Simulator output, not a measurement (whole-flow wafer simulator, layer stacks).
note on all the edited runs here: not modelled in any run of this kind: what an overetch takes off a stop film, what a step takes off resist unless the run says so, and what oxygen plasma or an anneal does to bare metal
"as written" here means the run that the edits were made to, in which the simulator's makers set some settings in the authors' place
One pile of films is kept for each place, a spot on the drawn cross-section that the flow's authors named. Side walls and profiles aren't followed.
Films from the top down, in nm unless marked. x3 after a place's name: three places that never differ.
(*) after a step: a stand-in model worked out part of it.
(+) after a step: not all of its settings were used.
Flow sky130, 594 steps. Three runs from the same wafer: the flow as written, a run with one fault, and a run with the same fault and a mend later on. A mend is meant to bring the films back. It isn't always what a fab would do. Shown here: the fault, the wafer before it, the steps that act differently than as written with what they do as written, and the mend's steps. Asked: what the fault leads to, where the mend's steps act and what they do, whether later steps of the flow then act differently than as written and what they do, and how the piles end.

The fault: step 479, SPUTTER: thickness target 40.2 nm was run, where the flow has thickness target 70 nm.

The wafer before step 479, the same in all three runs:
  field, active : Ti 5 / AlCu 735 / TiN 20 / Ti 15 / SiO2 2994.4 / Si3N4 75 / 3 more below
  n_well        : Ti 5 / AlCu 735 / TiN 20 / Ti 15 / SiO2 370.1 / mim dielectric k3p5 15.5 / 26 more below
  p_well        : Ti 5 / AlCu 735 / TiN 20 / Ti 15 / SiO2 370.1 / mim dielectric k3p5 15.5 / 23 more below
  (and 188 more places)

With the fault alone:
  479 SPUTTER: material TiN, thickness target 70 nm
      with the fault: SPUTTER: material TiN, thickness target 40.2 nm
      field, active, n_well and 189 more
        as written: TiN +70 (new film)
        with the fault: TiN +40.2 (new film)
  Later steps of the flow that act differently than as written (13 more steps differ only slightly, by at most 2% or 0.5 nm, whichever is larger, and aren't shown):
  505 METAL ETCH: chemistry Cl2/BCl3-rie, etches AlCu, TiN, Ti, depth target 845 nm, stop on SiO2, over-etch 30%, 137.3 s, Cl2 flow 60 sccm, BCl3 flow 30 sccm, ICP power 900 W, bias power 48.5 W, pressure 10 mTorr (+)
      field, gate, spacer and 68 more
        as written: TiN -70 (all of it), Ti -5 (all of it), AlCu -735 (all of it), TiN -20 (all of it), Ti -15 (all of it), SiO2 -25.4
        with the fault: TiN -40.2 (all of it), Ti -5 (all of it), AlCu -735 (all of it), TiN -20 (all of it), Ti -15 (all of it), SiO2 -28.3
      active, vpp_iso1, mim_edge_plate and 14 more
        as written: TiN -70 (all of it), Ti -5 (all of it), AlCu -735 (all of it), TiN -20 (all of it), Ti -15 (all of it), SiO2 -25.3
        with the fault: TiN -40.2 (all of it), Ti -5 (all of it), AlCu -735 (all of it), TiN -20 (all of it), Ti -15 (all of it), SiO2 -28.3
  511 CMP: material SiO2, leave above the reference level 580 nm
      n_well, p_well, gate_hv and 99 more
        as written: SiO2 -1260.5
        with the fault: SiO2 -1230.7
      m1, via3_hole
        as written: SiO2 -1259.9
        with the fault: SiO2 -1230.1
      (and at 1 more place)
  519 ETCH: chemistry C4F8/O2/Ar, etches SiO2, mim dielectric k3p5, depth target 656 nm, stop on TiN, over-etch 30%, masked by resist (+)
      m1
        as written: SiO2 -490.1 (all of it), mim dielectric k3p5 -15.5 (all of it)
        with the fault: SiO2 -519.9 (all of it), mim dielectric k3p5 -15.5 (all of it)
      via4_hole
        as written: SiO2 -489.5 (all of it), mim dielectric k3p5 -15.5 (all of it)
        with the fault: SiO2 -519.3 (all of it), mim dielectric k3p5 -15.5 (all of it)
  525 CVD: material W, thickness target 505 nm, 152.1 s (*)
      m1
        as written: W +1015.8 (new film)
        with the fault: W +1045.8 (new film)
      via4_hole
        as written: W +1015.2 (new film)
        with the fault: W +1045.2 (new film)
  At the end the piles differ from the flow's by more than 2% or 0.5 nm, whichever is larger, at n_well, p_well, gate_hv and 102 more.
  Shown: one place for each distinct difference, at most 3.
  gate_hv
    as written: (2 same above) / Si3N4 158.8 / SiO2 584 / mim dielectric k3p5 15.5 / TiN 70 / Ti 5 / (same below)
    with the fault: (2 same above) / Si3N4 158.8 / SiO2 613.8 / mim dielectric k3p5 15.5 / TiN 40.2 / Ti 5 / (same below)
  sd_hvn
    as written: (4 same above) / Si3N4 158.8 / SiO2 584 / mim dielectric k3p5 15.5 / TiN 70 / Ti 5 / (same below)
    with the fault: (4 same above) / Si3N4 158.8 / SiO2 613.8 / mim dielectric k3p5 15.5 / TiN 40.2 / Ti 5 / (same below)
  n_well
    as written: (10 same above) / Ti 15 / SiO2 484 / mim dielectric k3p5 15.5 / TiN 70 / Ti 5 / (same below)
    with the fault: (10 same above) / Ti 15 / SiO2 513.8 / mim dielectric k3p5 15.5 / TiN 40.2 / Ti 5 / (same below)

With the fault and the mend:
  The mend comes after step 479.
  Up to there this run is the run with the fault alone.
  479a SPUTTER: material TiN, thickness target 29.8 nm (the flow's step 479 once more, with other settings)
      field, active, n_well and 189 more
        TiN +29.8
  No later step of the flow acts differently than as written at any place that is followed.
  At the end the piles are the same as the flow's at every place that both follow.
